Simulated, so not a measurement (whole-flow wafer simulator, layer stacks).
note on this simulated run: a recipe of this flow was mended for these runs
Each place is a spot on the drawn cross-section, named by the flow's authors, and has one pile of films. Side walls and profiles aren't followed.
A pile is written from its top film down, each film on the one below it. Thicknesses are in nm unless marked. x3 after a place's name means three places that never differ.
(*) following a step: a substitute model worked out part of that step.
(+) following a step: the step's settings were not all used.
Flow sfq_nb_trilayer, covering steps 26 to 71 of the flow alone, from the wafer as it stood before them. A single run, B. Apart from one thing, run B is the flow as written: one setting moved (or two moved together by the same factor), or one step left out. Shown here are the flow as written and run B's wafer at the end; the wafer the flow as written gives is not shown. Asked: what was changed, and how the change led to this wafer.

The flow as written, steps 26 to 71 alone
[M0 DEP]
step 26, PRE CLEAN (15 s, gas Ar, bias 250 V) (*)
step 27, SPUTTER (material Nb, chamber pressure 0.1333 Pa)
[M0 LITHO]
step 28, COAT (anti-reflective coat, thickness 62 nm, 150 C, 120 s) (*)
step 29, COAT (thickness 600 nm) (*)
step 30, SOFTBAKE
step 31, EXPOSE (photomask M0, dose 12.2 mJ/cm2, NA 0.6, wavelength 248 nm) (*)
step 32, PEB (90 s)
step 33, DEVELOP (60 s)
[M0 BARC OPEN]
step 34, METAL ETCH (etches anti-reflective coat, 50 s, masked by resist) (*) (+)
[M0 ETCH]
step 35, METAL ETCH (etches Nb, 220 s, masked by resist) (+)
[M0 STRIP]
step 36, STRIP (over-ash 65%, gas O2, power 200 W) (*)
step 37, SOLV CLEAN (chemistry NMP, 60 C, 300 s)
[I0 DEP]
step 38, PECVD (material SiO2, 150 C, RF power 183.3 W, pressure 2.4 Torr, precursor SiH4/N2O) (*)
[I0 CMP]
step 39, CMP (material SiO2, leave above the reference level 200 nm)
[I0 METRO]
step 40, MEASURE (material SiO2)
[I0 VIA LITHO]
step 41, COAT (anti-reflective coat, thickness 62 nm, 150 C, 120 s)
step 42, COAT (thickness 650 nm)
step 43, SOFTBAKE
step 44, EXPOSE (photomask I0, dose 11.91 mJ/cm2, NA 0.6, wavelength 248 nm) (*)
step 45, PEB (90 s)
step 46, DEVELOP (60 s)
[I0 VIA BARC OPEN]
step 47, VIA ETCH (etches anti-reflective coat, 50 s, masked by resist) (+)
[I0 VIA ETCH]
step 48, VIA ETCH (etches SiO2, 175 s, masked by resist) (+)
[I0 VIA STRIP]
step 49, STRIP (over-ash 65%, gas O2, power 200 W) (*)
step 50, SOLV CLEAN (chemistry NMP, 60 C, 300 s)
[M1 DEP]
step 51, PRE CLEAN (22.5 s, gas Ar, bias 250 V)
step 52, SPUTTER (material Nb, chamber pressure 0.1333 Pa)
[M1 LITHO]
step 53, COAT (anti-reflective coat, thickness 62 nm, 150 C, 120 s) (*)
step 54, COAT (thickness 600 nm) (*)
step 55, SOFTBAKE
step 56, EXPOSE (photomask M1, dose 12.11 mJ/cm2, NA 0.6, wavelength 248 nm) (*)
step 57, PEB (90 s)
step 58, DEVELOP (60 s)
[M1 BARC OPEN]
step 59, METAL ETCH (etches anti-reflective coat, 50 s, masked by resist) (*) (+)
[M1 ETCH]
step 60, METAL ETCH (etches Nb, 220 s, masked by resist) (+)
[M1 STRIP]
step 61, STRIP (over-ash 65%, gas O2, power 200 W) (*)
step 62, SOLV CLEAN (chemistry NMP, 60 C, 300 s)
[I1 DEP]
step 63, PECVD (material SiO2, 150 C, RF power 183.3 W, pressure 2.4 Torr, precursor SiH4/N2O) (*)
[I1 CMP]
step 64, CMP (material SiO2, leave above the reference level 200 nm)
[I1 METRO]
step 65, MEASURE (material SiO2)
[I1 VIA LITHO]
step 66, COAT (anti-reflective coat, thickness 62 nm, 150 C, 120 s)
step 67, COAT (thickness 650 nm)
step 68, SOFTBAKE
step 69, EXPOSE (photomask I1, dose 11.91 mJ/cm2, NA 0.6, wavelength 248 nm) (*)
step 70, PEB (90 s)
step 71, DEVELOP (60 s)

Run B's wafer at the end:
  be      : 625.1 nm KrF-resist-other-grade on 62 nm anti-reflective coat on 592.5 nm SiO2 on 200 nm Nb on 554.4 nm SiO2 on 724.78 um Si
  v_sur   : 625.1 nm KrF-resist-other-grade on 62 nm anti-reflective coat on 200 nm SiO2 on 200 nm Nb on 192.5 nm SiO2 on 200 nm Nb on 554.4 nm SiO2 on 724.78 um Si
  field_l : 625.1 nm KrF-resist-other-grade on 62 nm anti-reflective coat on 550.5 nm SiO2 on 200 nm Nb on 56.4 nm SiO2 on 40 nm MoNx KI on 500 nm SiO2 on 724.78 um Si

Cause: step 26, PRE CLEAN: bias 160 V was run, whereas the flow has bias 250 V.

How this came from the change, step by step:
  step 26, PRE CLEAN (15 s, gas Ar, bias 250 V) (*)
      field_l, v_sur, via_wl and 102 more: -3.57 SiO2 (in the flow as written it would be: -5 SiO2)
      l0v: -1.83 MoNx KI (in the flow as written it would be: -2.91 MoNx KI)
